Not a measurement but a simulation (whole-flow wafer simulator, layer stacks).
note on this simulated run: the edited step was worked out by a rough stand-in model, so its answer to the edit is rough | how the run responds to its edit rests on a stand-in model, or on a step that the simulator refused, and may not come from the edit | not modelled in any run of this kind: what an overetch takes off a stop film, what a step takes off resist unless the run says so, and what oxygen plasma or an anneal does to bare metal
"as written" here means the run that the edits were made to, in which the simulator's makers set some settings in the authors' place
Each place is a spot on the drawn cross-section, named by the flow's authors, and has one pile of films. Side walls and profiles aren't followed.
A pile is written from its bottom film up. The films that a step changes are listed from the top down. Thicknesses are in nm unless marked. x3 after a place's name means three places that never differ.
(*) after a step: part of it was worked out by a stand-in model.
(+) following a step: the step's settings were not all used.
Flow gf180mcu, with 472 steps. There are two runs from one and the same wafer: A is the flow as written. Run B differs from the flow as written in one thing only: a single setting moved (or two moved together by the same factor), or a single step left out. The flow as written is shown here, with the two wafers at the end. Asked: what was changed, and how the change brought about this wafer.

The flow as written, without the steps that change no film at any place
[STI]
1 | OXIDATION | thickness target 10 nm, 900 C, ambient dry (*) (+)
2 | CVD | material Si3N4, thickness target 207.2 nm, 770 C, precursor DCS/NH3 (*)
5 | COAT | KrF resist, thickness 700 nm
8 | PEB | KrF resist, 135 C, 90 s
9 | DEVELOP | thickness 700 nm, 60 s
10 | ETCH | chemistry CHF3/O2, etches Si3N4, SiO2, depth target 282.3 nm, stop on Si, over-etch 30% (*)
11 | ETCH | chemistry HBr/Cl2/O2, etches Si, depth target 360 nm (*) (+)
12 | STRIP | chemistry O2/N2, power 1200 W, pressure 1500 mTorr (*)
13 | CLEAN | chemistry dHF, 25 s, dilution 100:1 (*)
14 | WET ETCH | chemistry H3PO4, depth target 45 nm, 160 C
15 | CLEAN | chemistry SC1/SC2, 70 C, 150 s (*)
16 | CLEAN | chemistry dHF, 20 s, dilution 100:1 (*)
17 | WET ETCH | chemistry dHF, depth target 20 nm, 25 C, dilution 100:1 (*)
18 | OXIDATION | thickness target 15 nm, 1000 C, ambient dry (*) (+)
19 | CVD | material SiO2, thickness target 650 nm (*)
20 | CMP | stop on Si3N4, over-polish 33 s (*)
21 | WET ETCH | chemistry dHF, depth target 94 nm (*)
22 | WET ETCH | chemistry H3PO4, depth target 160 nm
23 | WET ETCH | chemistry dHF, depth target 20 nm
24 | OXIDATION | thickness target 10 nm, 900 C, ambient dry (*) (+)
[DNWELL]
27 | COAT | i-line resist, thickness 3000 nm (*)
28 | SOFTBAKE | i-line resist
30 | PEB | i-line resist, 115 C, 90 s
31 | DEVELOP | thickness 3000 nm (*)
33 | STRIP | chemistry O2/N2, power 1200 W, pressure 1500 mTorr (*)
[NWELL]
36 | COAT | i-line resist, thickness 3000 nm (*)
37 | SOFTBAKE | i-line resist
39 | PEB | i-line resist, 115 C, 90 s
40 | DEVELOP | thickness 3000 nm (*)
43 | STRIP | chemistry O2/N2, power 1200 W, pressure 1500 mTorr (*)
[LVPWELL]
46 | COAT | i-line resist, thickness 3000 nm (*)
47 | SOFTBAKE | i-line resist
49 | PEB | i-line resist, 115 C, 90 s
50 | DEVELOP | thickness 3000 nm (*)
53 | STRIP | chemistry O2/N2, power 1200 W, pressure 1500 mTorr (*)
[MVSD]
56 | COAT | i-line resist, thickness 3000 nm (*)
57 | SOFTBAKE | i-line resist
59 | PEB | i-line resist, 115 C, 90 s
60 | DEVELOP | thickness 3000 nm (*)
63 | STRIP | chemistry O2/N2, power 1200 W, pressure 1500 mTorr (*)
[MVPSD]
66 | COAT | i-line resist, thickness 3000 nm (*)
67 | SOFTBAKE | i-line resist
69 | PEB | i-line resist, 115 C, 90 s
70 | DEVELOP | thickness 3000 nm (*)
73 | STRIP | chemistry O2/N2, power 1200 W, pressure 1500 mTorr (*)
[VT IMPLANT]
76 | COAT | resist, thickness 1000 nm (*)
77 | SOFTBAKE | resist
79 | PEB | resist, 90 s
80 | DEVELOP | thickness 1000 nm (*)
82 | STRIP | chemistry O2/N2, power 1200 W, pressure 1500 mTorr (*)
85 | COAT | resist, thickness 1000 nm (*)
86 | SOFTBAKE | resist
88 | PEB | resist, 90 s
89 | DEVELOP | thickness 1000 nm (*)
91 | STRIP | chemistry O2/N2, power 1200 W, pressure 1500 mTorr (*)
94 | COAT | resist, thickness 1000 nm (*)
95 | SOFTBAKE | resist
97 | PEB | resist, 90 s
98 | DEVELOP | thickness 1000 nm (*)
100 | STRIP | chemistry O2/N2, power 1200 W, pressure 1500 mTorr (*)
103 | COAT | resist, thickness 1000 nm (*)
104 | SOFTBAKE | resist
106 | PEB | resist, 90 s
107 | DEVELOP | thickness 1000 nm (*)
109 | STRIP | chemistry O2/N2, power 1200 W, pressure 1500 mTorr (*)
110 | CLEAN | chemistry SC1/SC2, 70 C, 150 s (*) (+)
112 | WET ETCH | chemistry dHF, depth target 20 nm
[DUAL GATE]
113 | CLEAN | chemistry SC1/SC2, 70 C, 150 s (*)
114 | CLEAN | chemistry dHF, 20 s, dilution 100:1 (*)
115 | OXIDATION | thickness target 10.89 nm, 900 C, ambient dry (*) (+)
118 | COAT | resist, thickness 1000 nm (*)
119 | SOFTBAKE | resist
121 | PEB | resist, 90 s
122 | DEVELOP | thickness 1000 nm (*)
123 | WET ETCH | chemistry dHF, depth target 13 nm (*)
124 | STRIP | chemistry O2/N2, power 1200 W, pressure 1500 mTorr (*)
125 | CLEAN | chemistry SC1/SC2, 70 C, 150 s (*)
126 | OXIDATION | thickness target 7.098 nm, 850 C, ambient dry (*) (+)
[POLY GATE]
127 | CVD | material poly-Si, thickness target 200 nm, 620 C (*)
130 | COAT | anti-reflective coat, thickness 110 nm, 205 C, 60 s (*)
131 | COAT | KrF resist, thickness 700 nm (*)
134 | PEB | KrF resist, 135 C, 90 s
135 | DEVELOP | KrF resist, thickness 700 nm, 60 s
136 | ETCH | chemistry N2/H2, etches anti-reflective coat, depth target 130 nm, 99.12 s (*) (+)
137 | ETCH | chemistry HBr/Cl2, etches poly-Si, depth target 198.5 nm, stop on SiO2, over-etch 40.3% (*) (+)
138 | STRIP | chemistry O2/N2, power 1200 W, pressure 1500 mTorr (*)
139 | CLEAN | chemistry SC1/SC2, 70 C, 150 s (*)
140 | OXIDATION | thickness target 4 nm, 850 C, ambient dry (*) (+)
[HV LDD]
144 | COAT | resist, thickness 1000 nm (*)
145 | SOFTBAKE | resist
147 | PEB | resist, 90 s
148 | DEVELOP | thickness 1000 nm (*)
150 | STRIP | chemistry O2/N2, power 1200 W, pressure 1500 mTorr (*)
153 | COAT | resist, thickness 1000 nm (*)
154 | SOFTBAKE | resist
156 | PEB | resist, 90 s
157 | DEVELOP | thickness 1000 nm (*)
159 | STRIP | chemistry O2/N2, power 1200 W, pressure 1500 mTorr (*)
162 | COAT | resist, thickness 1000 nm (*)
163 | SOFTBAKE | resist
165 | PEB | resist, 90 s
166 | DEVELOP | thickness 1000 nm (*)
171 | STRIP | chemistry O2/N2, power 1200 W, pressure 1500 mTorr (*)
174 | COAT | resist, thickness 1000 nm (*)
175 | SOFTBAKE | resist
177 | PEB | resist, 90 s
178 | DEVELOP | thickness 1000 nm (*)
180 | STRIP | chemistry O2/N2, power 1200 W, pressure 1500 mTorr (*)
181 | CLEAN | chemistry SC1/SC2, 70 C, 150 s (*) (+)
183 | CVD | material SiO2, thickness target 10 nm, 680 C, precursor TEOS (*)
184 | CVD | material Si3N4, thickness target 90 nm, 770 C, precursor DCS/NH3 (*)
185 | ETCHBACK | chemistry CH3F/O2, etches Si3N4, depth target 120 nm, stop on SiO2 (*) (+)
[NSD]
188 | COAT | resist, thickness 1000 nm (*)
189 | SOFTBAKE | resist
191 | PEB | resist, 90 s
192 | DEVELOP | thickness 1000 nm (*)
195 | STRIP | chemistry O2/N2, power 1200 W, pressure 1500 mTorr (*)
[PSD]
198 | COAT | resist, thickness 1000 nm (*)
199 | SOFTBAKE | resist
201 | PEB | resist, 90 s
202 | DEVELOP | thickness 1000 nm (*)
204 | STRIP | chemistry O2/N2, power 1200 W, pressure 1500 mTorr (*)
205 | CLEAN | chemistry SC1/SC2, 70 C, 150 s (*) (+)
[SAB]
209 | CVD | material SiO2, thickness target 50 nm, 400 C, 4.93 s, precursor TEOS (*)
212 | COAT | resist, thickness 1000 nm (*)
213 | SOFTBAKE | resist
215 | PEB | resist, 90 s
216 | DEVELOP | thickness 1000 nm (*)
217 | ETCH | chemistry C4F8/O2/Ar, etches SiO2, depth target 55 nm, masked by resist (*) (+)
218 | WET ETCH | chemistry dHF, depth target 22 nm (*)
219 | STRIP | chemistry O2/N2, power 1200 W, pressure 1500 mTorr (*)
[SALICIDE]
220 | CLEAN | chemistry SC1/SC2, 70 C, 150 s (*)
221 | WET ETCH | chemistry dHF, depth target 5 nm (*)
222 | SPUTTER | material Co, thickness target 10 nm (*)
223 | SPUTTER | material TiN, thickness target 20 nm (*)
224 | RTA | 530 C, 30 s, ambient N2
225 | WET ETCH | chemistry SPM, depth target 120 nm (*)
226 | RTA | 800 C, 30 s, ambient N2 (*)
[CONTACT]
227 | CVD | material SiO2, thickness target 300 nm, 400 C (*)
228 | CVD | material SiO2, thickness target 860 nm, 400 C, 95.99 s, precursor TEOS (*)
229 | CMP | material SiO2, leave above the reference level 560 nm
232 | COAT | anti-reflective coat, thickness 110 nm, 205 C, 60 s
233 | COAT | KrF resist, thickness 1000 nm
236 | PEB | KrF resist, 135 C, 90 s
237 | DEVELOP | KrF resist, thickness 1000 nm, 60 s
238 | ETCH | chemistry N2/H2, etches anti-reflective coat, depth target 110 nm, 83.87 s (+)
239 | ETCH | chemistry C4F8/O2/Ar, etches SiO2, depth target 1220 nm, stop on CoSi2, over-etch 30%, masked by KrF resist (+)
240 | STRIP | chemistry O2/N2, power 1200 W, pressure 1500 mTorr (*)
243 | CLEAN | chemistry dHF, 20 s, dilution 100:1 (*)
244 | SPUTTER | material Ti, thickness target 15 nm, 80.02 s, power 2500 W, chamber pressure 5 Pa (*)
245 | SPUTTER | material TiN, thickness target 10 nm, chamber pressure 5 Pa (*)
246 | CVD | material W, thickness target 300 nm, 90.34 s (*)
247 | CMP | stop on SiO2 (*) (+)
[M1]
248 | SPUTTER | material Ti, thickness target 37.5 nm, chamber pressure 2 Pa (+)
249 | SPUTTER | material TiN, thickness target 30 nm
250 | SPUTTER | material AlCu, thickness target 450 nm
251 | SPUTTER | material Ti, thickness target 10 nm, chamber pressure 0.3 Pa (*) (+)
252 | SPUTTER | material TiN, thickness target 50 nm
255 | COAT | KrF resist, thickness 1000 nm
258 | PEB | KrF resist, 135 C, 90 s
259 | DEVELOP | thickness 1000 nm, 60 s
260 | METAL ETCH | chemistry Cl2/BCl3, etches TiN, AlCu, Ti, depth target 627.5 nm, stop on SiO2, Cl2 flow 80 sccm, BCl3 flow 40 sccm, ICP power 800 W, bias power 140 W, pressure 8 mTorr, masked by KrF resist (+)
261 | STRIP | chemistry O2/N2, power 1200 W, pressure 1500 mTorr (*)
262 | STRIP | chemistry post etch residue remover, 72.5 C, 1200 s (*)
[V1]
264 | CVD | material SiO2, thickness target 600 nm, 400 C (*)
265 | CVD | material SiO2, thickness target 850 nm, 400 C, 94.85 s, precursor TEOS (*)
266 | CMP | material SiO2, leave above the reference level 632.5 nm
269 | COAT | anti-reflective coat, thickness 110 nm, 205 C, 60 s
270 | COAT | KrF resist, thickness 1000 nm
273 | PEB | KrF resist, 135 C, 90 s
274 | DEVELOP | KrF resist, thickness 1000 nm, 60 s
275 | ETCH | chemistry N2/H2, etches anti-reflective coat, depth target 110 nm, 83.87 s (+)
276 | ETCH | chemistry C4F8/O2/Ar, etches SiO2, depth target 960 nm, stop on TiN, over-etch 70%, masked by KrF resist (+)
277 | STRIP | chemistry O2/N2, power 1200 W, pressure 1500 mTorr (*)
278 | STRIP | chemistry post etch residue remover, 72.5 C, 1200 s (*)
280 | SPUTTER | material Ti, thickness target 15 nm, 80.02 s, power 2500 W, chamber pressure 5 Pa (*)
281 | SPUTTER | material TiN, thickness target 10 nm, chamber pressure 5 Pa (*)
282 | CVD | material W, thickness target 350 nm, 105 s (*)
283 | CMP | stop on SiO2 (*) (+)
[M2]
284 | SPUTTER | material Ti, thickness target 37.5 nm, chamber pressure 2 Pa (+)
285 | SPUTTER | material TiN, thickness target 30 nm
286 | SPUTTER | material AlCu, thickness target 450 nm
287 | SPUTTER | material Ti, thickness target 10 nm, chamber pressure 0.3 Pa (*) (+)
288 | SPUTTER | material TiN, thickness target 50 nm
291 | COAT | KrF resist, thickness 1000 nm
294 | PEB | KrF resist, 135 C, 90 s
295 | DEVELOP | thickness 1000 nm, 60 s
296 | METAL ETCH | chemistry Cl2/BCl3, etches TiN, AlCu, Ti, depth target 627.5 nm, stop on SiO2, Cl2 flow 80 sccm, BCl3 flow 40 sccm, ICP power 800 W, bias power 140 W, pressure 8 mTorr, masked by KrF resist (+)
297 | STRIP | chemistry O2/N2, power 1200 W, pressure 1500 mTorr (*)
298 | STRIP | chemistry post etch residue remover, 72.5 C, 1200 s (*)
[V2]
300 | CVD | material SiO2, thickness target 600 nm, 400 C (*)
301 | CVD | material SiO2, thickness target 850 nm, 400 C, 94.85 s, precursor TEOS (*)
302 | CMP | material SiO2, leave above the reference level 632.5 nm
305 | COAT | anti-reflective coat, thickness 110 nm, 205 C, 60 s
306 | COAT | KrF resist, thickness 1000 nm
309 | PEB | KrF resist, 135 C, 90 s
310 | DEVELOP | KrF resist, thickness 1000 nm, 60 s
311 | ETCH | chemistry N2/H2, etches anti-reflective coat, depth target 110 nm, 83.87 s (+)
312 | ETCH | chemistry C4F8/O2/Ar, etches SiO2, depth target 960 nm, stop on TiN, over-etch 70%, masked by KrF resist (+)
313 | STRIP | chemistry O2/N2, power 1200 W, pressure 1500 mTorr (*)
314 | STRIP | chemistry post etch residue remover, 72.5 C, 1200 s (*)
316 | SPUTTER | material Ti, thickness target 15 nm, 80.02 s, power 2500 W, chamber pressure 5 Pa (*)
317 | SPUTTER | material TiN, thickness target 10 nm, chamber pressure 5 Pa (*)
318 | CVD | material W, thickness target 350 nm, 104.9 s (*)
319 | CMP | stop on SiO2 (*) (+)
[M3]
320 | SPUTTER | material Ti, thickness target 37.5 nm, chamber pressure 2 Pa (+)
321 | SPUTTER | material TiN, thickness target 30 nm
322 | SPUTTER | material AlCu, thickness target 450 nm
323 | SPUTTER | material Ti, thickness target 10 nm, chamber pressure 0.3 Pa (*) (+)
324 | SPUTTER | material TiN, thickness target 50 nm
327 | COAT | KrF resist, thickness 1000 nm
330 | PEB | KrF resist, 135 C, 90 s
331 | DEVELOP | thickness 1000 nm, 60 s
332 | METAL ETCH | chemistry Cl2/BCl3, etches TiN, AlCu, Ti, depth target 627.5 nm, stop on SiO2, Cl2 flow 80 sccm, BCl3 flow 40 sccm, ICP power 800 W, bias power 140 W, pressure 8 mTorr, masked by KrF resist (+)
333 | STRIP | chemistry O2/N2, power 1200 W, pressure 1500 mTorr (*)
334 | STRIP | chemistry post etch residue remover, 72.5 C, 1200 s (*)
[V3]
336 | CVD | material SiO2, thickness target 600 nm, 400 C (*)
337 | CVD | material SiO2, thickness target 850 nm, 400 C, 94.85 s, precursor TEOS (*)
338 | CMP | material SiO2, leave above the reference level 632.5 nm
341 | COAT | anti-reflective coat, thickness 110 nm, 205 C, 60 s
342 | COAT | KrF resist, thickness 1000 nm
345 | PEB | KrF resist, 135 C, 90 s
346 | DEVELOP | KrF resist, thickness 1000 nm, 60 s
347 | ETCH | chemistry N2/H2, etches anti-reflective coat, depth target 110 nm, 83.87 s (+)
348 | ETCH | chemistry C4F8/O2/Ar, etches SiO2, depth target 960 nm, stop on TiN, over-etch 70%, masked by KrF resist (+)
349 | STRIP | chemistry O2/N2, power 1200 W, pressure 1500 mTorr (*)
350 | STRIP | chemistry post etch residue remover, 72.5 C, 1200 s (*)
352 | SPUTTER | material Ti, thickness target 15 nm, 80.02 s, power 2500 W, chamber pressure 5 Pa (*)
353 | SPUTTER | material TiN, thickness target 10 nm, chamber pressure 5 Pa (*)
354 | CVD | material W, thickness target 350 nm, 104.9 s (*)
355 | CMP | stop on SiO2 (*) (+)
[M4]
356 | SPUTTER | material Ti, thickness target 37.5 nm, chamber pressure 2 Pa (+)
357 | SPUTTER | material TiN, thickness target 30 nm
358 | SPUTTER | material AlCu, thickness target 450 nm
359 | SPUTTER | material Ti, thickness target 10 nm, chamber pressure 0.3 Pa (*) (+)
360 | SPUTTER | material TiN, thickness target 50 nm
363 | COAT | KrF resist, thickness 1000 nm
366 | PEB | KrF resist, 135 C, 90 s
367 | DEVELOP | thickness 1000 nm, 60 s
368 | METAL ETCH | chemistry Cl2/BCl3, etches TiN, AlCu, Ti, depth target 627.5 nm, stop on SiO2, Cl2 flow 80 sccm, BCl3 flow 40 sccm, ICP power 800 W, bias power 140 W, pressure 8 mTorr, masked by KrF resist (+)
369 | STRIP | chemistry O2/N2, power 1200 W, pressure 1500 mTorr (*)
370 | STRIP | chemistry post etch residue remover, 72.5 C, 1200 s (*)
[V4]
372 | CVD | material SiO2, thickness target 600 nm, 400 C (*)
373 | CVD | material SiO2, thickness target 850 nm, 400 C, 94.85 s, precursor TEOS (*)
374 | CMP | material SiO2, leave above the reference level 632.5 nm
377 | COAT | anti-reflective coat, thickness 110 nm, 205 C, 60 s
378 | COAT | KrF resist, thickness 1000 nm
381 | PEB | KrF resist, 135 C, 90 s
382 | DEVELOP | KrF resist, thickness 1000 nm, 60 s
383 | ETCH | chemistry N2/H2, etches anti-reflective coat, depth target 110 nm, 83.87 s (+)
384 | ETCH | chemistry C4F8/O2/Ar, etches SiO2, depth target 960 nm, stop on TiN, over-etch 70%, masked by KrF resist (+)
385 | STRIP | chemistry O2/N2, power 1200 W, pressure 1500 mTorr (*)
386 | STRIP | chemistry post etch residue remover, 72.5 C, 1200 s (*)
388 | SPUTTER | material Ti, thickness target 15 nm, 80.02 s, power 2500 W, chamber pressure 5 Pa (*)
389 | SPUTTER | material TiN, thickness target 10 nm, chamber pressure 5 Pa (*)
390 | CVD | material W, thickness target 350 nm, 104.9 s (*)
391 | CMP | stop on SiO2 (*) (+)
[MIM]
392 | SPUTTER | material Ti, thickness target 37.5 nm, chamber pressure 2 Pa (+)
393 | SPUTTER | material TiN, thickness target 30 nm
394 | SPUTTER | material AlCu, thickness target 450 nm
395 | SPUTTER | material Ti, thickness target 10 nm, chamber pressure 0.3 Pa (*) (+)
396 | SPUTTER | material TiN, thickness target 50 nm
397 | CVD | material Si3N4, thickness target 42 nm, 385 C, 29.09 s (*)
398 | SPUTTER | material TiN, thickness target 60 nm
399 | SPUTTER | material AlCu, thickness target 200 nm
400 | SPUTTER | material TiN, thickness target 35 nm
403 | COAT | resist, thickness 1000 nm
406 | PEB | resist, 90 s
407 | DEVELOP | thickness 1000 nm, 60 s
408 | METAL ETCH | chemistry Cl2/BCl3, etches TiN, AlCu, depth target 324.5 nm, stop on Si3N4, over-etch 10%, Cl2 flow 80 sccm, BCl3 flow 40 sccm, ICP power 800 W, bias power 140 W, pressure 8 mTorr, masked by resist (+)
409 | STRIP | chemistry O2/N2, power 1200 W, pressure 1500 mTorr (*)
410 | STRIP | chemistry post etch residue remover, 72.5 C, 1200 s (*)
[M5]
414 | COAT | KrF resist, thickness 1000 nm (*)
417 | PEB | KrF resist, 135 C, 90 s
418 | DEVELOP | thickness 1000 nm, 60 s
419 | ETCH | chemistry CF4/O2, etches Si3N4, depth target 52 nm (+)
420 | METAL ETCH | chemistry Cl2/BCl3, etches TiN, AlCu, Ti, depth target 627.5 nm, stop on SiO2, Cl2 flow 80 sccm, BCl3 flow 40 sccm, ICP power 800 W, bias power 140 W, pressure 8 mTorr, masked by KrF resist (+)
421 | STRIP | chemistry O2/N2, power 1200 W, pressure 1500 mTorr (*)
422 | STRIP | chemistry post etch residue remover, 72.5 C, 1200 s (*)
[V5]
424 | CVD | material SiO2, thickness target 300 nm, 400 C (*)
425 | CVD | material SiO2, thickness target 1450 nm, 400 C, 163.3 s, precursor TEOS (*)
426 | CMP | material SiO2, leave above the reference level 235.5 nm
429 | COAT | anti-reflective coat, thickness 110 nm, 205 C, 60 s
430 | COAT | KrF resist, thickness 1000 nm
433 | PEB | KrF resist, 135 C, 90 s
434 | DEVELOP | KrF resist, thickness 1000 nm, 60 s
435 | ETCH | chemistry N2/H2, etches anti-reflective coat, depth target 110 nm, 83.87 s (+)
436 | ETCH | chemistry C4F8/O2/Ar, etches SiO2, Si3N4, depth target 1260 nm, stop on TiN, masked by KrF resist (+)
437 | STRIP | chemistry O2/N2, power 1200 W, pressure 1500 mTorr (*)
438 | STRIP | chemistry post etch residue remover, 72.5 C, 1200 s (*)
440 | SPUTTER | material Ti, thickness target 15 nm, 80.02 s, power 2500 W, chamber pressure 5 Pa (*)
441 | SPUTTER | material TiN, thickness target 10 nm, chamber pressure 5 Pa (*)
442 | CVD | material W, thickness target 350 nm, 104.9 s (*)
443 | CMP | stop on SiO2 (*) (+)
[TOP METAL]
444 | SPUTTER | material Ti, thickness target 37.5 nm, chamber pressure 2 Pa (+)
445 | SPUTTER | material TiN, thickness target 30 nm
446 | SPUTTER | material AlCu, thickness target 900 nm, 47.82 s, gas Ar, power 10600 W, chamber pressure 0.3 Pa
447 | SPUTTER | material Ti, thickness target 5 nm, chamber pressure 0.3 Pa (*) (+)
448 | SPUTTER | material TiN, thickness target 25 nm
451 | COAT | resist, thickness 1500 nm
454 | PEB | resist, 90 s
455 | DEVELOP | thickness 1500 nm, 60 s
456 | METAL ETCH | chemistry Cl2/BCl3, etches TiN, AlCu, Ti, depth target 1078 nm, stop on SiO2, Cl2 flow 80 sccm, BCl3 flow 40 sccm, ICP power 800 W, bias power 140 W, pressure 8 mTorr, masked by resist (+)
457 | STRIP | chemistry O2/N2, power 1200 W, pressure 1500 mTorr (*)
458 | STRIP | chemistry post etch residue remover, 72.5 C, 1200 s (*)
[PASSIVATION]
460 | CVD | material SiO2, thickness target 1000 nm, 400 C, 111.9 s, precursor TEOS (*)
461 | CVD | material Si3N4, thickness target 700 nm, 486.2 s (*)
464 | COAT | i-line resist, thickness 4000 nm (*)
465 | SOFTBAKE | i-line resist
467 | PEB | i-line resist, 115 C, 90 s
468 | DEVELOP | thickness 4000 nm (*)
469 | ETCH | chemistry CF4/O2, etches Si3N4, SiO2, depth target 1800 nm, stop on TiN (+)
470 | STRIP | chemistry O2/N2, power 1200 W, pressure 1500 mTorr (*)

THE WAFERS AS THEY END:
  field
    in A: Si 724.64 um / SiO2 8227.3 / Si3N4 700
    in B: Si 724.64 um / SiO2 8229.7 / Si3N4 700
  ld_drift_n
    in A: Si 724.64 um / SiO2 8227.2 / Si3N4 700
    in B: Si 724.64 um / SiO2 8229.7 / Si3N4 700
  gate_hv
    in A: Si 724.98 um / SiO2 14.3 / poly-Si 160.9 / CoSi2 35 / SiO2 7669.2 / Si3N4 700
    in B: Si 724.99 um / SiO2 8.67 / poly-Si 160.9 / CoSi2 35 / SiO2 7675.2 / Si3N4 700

Cause: step 115, OXIDATION: thickness target 4.355 nm was run, while the flow as written has thickness target 10.89 nm.

How this came from the change, step by step:
  115 | OXIDATION | thickness target 10.89 nm, 900 C, ambient dry (*) (+)
      active, n_well, p_well and 40 more: A SiO2 gains 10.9 (new film), Si loses 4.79 | B SiO2 gains 4.35 (new film), Si loses 1.92
      sti, mim_1p0, pad and 23 more: A SiO2 gains 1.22, Si loses 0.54 | B SiO2 gains 0.24, Si loses 0.1
      (and at 23 other places as well)
  123 | WET ETCH | chemistry dHF, depth target 13 nm (*)
      active, n_well, p_well and 12 more: A SiO2 loses 10.9 (all of it) | B SiO2 loses 4.35 (all of it)
  126 | OXIDATION | thickness target 7.098 nm, 850 C, ambient dry (*) (+)
      gate_hv, active_hv, active_nat and 25 more: A SiO2 gains 3.72, Si loses 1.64 | B SiO2 gains 4.65, Si loses 2.05
  130 | COAT | anti-reflective coat, thickness 110 nm, 205 C, 60 s (*)
      p_well, spacer, sd_n: A anti-reflective coat gains 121 (new film) | B anti-reflective coat gains 117.6 (new film)
      active: A anti-reflective coat gains 117.2 (new film) | B anti-reflective coat gains 114.4 (new film)
      (and at 7 other places as well)
  136 | ETCH | chemistry N2/H2, etches anti-reflective coat, depth target 130 nm, 99.12 s (*) (+)
      p_well, spacer, sd_n: A anti-reflective coat loses 121 (all of it), poly-Si loses 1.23 | B anti-reflective coat loses 117.6 (all of it), poly-Si loses 1.32
      active: A anti-reflective coat loses 117.2 (all of it), poly-Si loses 1.33 | B anti-reflective coat loses 114.4 (all of it), poly-Si loses 1.4
      (and at 5 other places as well)
  138 | STRIP | chemistry O2/N2, power 1200 W, pressure 1500 mTorr (*)
      gate: A chemical SiO2 gains 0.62 (new film), KrF resist loses 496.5 (all of it), anti-reflective coat loses 117 (all of it), poly-Si loses 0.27 | B chemical SiO2 gains 0.62 (new film), KrF resist loses 495.7 (all of it), anti-reflective coat loses 114.1 (all of it), poly-Si loses 0.27
      gate_p: A chemical SiO2 gains 0.62 (new film), KrF resist loses 496.2 (all of it), anti-reflective coat loses 117 (all of it), poly-Si loses 0.27 | B chemical SiO2 gains 0.62 (new film), KrF resist loses 495.3 (all of it), anti-reflective coat loses 114.5 (all of it), poly-Si loses 0.27
  145 | SOFTBAKE | resist
      active_nat: A resist gains 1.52 | B resist gains 2.57
  154 | SOFTBAKE | resist
      active_nat: A resist gains 1.52 | B resist gains 2.57
  163 | SOFTBAKE | resist
      active_nat: A resist gains 1.52 | B resist gains 2.57
  175 | SOFTBAKE | resist
      active_nat: A resist gains 1.52 | B resist gains 2.57
  189 | SOFTBAKE | resist
      active_hv: A resist gains 0.78 | B resist gains 0.22
  199 | SOFTBAKE | resist
      active_hv: A resist gains 0.78 | B resist gains 0.22
  218 | WET ETCH | chemistry dHF, depth target 22 nm (*)
      ldn_tap, ldn_src, ldn_drn, ldp_tap, ldp_src, ldp_drn, ldp_gr: A SiO2 loses 16 (all of it) | B SiO2 loses 10.5 (all of it)
      ld_drn_n, ld_sd_p: A SiO2 loses 14.8 (all of it) | B SiO2 loses 9.36 (all of it)
      (and at 5 other places as well)
  223 | SPUTTER | material TiN, thickness target 20 nm (*)
      field__w12: A TiN gains 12 (new film) | B TiN gains 12.6 (new film)
  225 | WET ETCH | chemistry SPM, depth target 120 nm (*)
      field__w12: A TiN loses 12 (all of it), Co loses 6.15 (all of it) | B TiN loses 12.6 (all of it), Co loses 6.15 (all of it)
